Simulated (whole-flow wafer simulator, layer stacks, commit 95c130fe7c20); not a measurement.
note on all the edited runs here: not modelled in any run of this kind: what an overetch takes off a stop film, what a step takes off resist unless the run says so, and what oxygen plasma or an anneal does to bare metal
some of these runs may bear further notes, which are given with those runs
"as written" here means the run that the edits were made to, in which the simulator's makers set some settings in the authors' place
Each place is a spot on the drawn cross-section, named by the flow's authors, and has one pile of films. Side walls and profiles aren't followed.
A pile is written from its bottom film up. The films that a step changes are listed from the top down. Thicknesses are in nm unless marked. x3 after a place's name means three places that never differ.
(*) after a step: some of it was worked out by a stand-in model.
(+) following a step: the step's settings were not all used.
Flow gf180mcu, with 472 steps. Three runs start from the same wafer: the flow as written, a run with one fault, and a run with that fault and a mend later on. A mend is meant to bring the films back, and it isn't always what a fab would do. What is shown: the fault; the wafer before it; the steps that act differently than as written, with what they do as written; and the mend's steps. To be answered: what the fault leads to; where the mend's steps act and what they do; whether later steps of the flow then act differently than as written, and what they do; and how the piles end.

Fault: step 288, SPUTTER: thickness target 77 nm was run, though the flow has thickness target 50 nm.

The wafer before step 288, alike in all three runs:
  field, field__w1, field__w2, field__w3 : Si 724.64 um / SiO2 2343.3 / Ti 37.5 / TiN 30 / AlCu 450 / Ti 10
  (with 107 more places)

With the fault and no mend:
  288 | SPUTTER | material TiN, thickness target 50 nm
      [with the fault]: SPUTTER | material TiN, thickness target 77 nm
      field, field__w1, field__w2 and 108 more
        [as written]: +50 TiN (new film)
        [with the fault]: +77 TiN (new film)
  Steps further on in the flow that do not act as written (3 other steps are not shown; they differ only slightly, by no more than 2% or 0.5 nm, whichever is larger):
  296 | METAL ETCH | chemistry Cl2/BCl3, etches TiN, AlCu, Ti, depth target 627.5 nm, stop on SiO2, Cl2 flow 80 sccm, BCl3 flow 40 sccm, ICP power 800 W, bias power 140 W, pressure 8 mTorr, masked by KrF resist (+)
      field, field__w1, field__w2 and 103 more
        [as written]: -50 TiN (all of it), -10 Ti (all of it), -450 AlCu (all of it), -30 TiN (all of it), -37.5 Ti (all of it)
        [with the fault]: -77 TiN (all of it), -10 Ti (all of it), -450 AlCu (all of it), -30 TiN (all of it), -37.5 Ti (all of it)
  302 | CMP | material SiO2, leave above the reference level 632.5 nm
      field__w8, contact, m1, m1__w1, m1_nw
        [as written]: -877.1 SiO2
        [with the fault]: -904.1 SiO2
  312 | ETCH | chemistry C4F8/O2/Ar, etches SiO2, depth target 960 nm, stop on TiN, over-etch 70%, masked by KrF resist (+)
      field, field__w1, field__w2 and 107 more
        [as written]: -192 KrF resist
        [with the fault]: -185.5 KrF resist
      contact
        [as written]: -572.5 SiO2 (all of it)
        [with the fault]: -545.5 SiO2 (all of it)
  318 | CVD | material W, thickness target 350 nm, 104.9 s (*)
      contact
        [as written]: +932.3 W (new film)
        [with the fault]: +905 W (new film)
  The piles end different from the flow's at field__w8, contact, m1, m1__w1, m1_nw by more than 2% or 0.5 nm, whichever is larger.
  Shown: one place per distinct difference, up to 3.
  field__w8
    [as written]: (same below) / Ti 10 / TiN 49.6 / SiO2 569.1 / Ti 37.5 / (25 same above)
    [with the fault]: (same below) / Ti 10 / TiN 76.6 / SiO2 542.1 / Ti 37.5 / (25 same above)
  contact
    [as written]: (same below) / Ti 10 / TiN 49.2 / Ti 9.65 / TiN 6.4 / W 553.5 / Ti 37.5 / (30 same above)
    [with the fault]: (same below) / Ti 10 / TiN 76.2 / Ti 9.81 / TiN 6.51 / W 526.2 / Ti 37.5 / (30 same above)

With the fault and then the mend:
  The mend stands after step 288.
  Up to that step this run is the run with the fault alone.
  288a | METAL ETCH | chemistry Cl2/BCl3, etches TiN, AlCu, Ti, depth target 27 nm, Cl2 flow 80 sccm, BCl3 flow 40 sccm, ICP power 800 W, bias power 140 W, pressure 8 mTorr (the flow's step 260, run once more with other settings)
      field, field__w1, field__w2 and 108 more
        -27 TiN
  None of the later steps of the flow acts differently than as written at any place that is followed.
  By the end, the piles equal the flow's at every place that both follow.
